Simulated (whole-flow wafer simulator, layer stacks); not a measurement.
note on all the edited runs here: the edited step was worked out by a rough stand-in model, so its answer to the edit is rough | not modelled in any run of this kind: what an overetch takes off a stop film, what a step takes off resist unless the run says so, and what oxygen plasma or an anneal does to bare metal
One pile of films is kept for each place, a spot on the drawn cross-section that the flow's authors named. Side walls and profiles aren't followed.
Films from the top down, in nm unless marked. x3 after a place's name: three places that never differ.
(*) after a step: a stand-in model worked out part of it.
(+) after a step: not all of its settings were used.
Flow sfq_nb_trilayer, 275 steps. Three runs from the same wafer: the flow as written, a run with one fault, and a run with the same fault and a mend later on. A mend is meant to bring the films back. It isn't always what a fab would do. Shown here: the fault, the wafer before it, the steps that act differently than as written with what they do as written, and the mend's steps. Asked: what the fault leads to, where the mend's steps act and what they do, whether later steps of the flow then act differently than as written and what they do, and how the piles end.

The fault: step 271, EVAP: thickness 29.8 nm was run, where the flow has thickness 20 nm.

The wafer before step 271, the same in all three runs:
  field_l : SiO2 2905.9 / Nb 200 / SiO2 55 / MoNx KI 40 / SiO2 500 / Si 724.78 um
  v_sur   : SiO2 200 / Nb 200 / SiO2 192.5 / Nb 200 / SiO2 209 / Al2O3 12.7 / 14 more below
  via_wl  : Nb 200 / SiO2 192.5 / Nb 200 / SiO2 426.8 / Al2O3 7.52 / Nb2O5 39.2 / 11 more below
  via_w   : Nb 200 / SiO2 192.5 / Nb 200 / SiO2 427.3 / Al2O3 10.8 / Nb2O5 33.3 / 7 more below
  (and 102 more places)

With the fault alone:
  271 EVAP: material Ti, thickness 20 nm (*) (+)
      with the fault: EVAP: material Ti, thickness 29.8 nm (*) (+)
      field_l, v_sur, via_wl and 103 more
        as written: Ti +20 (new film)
        with the fault: Ti +29.8 (new film)
  Later steps of the flow that act differently than as written:
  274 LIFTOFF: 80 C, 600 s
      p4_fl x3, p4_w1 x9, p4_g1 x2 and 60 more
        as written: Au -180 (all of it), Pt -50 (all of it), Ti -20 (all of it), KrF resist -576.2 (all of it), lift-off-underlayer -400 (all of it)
        with the fault: Au -180 (all of it), Pt -50 (all of it), Ti -29.8 (all of it), KrF resist -576.2 (all of it), lift-off-underlayer -400 (all of it)
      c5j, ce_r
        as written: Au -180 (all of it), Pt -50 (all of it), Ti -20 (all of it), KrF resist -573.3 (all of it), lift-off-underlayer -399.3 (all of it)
        with the fault: Au -180 (all of it), Pt -50 (all of it), Ti -29.8 (all of it), KrF resist -573.3 (all of it), lift-off-underlayer -399.3 (all of it)
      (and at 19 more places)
  At the end the piles differ from the flow's by more than 2% or 0.5 nm, whichever is larger, at field_l, v_sur, via_wl and 8 more.
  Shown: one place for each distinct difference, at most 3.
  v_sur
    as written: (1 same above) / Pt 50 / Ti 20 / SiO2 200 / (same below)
    with the fault: (1 same above) / Pt 50 / Ti 29.8 / SiO2 200 / (same below)
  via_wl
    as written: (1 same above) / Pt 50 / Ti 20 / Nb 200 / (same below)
    with the fault: (1 same above) / Pt 50 / Ti 29.8 / Nb 200 / (same below)
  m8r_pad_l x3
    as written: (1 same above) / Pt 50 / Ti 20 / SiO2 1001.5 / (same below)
    with the fault: (1 same above) / Pt 50 / Ti 29.8 / SiO2 1001.5 / (same below)

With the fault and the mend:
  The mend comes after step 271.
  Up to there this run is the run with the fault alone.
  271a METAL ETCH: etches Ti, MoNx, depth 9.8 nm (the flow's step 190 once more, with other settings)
      field_l, v_sur, via_wl and 103 more
        Ti -9.8
  No later step of the flow acts differently than as written at any place that is followed.
  At the end the piles are the same as the flow's at every place that both follow.
